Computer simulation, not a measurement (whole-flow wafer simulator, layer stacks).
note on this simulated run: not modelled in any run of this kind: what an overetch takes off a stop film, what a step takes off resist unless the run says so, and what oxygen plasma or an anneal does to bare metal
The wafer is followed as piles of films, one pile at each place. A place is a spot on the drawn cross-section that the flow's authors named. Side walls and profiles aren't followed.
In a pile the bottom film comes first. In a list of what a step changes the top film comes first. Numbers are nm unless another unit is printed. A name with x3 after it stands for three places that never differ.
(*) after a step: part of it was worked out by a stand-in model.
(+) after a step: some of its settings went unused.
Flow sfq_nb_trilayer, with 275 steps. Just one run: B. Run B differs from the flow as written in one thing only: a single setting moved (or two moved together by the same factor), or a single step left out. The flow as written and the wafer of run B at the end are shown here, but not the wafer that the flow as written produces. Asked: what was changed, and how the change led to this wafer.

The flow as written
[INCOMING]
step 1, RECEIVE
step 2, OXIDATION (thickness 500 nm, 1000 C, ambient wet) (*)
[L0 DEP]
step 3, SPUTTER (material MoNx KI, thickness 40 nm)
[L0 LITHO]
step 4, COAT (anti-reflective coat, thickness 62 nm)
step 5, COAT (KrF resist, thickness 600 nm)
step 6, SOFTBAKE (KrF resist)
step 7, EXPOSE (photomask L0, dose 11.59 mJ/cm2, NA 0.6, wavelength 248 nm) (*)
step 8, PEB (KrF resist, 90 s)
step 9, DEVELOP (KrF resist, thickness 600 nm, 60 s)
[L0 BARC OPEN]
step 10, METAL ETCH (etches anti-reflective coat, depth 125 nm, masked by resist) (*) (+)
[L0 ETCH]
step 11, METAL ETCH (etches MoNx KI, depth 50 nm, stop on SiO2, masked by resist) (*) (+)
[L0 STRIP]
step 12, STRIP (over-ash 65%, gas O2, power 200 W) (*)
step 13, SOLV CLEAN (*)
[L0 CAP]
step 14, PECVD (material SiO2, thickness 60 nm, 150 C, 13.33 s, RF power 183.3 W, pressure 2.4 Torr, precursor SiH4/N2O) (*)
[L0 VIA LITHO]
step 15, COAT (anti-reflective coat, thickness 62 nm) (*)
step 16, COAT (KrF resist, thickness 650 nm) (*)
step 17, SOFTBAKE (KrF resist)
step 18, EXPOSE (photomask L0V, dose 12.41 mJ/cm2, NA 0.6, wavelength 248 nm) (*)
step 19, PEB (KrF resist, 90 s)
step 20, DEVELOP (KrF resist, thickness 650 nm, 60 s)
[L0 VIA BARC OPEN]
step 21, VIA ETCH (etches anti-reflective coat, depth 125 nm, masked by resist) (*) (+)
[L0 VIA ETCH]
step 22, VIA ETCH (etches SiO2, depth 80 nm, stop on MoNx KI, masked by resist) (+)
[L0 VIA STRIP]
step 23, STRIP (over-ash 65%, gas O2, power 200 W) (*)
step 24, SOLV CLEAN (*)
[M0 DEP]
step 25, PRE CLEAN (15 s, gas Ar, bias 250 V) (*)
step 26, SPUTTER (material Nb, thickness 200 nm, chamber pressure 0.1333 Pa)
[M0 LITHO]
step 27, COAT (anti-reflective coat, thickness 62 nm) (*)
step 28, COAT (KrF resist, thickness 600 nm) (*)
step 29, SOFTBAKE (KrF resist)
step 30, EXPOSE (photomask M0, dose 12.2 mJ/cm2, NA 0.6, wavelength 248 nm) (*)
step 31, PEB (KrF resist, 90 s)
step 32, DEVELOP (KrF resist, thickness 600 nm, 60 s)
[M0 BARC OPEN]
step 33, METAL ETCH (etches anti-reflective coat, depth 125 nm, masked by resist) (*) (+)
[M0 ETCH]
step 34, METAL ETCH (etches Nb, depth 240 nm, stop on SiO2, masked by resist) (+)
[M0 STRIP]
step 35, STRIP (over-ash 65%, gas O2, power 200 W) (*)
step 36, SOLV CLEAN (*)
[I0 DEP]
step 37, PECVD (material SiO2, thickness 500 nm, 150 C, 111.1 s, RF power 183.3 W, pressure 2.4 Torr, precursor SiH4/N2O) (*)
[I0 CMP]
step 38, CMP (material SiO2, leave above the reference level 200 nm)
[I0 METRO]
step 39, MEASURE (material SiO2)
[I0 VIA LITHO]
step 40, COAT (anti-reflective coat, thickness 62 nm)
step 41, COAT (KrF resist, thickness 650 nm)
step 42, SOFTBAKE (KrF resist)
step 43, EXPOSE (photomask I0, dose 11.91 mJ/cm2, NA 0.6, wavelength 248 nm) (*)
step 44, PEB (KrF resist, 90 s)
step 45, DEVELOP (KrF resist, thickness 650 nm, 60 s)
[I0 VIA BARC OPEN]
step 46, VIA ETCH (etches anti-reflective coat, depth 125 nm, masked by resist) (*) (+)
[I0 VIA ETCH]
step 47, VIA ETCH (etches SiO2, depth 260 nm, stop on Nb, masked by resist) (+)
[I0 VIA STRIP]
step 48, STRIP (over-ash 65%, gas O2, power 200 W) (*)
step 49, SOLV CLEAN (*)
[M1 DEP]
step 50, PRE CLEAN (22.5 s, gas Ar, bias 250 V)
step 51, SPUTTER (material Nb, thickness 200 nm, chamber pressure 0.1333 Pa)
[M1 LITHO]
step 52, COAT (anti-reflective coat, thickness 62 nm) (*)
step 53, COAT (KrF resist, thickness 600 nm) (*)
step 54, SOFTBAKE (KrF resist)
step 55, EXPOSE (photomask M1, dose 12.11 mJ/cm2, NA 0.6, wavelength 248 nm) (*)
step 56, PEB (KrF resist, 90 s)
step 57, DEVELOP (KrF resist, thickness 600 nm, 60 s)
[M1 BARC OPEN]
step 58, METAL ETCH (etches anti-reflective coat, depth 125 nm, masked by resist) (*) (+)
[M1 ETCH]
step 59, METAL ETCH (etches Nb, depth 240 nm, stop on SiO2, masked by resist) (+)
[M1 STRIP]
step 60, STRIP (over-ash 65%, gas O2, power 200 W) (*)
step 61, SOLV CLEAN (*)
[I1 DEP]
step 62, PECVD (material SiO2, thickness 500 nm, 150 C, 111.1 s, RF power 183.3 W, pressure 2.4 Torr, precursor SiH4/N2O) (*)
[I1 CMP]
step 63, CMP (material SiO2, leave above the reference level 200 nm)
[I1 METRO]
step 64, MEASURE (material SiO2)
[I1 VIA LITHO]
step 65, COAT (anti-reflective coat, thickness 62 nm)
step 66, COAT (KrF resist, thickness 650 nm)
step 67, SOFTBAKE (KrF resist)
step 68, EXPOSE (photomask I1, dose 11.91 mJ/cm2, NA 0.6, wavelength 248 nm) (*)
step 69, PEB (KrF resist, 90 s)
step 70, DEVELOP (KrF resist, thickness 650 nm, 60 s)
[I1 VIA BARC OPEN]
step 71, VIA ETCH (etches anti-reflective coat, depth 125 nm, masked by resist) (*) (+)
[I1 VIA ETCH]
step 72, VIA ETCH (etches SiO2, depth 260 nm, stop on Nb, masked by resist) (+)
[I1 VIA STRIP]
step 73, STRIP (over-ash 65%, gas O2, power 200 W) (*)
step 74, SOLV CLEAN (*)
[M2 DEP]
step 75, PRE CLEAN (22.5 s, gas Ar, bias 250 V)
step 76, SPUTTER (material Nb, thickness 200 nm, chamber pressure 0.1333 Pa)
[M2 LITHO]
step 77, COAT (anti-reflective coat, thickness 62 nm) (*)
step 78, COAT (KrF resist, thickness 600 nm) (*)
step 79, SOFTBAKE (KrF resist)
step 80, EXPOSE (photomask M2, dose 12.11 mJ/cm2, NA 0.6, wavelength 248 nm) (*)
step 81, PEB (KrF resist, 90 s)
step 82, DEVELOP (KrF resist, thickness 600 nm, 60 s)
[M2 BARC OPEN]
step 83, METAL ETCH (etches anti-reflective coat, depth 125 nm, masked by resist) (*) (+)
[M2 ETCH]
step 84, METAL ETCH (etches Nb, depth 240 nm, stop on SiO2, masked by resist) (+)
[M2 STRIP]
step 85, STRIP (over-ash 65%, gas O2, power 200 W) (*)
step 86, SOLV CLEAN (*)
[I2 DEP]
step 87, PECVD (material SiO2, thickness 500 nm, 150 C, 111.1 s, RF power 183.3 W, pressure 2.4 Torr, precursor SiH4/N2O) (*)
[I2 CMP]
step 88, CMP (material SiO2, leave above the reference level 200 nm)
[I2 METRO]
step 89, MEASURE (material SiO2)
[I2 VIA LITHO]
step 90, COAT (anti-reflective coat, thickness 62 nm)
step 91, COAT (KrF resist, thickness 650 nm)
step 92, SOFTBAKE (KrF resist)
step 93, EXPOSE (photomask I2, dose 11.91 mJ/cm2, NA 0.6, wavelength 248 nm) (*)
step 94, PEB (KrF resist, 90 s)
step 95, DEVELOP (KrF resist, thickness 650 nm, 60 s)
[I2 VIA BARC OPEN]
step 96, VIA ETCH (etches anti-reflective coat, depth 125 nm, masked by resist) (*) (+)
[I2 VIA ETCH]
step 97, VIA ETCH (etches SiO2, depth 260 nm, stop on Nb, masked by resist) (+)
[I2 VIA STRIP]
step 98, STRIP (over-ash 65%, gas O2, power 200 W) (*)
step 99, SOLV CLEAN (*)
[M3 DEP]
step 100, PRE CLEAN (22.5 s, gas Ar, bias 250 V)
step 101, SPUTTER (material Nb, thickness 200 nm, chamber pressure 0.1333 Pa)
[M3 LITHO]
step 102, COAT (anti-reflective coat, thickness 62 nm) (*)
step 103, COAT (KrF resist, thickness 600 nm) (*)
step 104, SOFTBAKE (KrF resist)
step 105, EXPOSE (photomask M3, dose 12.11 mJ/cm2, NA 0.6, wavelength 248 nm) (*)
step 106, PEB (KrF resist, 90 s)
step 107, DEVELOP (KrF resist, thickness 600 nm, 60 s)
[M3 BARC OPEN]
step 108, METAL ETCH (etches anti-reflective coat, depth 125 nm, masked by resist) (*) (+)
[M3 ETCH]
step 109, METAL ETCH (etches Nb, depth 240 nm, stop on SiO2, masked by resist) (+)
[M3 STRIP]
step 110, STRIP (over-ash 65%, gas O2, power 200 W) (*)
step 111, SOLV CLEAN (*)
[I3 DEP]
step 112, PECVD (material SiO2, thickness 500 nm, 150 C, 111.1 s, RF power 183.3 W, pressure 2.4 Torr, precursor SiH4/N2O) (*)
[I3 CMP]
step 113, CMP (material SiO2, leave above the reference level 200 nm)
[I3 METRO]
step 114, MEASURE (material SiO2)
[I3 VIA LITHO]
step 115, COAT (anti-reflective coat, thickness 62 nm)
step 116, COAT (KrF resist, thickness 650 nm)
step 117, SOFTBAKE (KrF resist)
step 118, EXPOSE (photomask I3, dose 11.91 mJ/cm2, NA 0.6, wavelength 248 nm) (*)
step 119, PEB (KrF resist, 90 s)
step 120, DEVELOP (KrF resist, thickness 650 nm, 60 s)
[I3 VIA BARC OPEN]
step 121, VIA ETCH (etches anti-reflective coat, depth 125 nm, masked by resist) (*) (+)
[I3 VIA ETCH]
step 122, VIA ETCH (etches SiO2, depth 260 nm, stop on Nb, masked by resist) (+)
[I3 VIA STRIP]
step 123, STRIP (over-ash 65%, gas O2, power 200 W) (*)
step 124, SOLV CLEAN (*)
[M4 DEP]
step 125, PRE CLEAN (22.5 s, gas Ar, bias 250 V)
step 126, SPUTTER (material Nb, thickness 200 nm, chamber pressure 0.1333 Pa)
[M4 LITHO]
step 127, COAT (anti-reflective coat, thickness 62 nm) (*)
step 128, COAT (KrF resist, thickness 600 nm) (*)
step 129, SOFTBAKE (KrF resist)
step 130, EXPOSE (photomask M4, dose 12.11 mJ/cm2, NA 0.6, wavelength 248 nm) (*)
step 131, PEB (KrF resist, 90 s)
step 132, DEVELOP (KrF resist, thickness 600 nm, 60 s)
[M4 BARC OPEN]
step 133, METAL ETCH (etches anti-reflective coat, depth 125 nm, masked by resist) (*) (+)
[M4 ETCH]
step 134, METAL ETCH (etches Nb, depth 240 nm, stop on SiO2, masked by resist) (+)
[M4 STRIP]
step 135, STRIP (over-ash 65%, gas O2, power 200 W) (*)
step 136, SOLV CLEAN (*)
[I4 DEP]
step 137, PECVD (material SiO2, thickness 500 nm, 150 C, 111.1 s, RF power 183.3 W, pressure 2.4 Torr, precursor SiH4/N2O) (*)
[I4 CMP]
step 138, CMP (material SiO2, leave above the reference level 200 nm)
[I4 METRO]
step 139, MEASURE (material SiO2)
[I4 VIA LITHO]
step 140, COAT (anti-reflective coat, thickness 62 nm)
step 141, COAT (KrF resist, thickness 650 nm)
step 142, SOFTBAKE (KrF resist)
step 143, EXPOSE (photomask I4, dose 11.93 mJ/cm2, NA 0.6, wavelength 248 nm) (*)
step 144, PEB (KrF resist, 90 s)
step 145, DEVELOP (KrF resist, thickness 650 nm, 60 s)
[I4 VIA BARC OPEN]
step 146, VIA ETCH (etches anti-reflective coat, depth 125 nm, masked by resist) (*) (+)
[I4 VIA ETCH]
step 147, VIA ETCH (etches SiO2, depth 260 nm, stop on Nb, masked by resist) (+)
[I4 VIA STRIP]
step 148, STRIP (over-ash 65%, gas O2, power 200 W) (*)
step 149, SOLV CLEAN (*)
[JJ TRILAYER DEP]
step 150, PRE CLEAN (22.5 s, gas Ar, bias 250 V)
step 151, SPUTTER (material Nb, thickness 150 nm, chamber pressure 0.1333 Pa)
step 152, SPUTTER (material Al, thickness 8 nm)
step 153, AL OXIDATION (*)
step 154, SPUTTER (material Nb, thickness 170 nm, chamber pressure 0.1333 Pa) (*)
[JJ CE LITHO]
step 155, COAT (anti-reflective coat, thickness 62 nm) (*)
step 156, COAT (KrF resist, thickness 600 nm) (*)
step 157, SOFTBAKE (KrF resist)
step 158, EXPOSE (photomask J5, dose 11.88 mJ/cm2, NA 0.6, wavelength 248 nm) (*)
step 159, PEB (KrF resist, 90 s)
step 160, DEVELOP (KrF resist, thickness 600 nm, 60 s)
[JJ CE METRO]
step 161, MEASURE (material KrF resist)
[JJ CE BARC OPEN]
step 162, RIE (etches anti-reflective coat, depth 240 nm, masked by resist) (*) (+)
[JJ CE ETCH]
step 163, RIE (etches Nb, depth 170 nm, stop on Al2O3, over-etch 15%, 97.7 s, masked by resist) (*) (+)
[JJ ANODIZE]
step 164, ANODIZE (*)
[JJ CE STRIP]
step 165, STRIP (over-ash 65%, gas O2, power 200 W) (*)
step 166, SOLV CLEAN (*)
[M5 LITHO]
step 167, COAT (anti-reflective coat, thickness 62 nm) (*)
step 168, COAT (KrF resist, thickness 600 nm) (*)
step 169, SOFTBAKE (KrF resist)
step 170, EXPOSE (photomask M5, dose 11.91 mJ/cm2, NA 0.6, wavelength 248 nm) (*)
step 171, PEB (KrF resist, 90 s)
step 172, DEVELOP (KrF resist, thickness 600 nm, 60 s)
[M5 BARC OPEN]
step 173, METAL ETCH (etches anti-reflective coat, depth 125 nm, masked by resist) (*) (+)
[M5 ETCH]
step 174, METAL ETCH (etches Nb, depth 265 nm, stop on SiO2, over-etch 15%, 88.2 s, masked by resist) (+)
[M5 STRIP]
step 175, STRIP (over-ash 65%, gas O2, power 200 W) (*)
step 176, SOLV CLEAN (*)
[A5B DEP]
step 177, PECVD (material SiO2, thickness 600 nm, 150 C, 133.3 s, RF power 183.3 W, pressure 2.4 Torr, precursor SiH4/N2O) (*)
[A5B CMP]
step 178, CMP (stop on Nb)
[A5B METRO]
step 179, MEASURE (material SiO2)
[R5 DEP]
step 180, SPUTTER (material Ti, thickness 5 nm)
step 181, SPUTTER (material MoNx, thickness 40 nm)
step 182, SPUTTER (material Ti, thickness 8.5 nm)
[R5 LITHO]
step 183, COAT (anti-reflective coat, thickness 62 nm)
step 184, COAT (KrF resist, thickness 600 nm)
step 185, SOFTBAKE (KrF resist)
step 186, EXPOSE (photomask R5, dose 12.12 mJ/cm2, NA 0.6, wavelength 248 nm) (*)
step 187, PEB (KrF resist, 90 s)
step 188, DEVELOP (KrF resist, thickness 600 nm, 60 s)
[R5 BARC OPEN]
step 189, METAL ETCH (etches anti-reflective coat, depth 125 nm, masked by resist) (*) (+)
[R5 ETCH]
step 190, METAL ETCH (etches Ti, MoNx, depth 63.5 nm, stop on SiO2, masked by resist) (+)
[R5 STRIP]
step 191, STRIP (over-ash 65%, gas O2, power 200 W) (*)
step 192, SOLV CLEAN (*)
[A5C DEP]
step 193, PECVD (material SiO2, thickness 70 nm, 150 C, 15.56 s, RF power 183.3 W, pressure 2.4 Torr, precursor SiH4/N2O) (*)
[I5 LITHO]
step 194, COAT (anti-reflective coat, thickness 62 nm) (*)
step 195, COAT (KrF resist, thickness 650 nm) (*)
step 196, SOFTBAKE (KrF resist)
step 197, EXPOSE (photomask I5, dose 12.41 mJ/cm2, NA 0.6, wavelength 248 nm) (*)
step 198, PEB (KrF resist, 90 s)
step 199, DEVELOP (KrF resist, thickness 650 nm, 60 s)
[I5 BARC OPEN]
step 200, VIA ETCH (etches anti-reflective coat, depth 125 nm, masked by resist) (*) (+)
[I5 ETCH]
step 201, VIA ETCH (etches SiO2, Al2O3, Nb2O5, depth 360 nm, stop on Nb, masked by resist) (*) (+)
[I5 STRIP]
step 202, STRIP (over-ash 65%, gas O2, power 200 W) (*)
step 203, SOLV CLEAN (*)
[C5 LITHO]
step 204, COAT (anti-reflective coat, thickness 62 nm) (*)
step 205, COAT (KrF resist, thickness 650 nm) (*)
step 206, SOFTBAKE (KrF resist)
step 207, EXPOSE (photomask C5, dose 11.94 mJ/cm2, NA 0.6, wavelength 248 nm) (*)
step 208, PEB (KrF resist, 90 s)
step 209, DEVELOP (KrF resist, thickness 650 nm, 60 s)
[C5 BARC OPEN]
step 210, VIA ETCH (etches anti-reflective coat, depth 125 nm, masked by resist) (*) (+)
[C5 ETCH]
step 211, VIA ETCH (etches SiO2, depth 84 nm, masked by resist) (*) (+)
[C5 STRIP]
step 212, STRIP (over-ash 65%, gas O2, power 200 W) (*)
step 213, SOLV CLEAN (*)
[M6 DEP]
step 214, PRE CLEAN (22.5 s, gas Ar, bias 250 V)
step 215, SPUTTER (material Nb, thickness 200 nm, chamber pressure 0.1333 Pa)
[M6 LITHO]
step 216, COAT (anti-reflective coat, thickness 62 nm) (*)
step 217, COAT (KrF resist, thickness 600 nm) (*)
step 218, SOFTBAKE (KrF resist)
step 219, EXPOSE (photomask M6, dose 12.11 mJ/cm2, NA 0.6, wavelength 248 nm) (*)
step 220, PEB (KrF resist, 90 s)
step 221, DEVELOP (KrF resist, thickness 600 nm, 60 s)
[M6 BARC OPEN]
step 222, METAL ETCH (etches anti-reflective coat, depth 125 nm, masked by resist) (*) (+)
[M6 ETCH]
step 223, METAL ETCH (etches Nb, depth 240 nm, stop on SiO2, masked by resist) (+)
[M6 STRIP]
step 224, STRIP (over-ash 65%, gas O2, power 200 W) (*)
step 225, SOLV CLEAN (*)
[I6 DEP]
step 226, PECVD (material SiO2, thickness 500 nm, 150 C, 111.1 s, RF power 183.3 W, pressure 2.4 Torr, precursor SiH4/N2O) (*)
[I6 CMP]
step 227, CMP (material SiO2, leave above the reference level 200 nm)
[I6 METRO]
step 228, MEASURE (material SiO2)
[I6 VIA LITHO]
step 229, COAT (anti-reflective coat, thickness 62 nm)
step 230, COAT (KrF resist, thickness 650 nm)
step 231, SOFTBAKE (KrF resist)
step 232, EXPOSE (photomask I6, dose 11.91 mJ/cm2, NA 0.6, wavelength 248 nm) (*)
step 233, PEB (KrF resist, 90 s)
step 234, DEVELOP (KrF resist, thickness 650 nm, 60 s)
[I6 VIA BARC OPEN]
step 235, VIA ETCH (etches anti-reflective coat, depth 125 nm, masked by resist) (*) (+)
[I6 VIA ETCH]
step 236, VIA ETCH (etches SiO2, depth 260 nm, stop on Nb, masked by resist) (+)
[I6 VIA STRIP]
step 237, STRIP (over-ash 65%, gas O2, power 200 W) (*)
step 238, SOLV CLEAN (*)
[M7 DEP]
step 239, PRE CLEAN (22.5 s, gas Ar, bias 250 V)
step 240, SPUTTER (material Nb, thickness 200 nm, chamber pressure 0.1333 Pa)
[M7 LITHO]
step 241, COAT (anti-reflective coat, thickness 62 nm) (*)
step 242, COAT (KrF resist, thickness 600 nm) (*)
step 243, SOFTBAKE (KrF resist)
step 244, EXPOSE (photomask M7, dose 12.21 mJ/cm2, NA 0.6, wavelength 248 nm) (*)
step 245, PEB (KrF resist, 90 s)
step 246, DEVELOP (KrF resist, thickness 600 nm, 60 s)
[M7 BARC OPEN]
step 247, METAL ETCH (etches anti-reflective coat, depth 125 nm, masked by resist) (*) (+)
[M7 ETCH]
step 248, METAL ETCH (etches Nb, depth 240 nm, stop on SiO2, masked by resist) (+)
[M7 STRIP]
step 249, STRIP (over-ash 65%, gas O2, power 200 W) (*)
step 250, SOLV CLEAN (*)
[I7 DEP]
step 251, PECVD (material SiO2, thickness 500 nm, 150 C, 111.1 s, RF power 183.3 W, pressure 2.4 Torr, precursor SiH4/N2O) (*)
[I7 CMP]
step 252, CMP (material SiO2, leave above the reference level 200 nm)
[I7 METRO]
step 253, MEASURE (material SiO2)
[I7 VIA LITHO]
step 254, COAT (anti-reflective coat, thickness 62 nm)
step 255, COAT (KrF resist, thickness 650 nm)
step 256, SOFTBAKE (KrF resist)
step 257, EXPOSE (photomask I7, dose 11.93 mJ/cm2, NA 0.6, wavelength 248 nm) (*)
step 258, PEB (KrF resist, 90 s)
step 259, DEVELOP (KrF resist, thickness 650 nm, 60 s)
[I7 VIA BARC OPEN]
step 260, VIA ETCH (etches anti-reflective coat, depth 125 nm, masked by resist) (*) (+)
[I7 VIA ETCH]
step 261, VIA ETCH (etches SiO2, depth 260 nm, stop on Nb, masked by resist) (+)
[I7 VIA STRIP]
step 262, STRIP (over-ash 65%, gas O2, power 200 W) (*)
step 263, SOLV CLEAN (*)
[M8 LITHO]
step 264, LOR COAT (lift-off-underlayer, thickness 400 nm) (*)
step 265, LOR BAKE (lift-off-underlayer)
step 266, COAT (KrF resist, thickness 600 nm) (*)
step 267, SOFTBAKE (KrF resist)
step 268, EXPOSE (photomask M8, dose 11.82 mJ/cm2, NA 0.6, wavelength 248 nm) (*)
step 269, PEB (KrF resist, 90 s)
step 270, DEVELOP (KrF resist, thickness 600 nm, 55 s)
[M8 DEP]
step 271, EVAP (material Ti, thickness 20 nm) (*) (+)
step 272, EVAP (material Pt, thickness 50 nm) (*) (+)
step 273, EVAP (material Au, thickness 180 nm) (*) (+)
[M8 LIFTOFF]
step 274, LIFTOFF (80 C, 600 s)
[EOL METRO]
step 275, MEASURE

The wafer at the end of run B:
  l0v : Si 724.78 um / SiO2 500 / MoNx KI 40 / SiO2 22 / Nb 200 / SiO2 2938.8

Cause: step 22, VIA ETCH: depth 32.8 nm was run, whereas the flow has depth 80 nm.

How this came from the change, step by step:
  step 22, VIA ETCH (etches SiO2, depth 80 nm, stop on MoNx KI, masked by resist) (+)
      l0v: -32.8 SiO2 (it would be, as written: -59.8 SiO2 (all of it))
      field_l, v_sur, via_wl and 102 more: -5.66 KrF resist (it would be, as written: -13.8 KrF resist)
  step 25, PRE CLEAN (15 s, gas Ar, bias 250 V) (*)
      l0v: -5 SiO2 (it would be, as written: -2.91 MoNx KI)
  step 26, SPUTTER (material Nb, thickness 200 nm, chamber pressure 0.1333 Pa)
      l0v: +200 Nb (new film) (it would be, as written: +195.7 Nb (new film))
  step 27, COAT (anti-reflective coat, thickness 62 nm) (*)
      l0_sur: +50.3 anti-reflective coat (new film) (it would be, as written: +47.5 anti-reflective coat (new film))
      l0v: +70.2 anti-reflective coat (new film) (it would be, as written: +78 anti-reflective coat (new film))
  step 28, COAT (KrF resist, thickness 600 nm) (*)
      l0v: +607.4 KrF resist (new film) (it would be, as written: +622.9 KrF resist (new film))
  step 35, STRIP (over-ash 65%, gas O2, power 200 W) (*)
      l0_sur: -373.5 KrF resist (all of it), -50.3 anti-reflective coat (all of it) (it would be, as written: -372 KrF resist (all of it), -47.5 anti-reflective coat (all of it))
      l0v: -389.7 KrF resist (all of it), -70.2 anti-reflective coat (all of it) (it would be, as written: -405.3 KrF resist (all of it), -78 anti-reflective coat (all of it))
  step 38, CMP (material SiO2, leave above the reference level 200 nm)
      l0v: -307 SiO2 (it would be, as written: -277.8 SiO2)
With metal films that touch counted as one body, l0v has 2 bodies (between them, from the top down: SiO2 22); the flow as written gives 1 body.
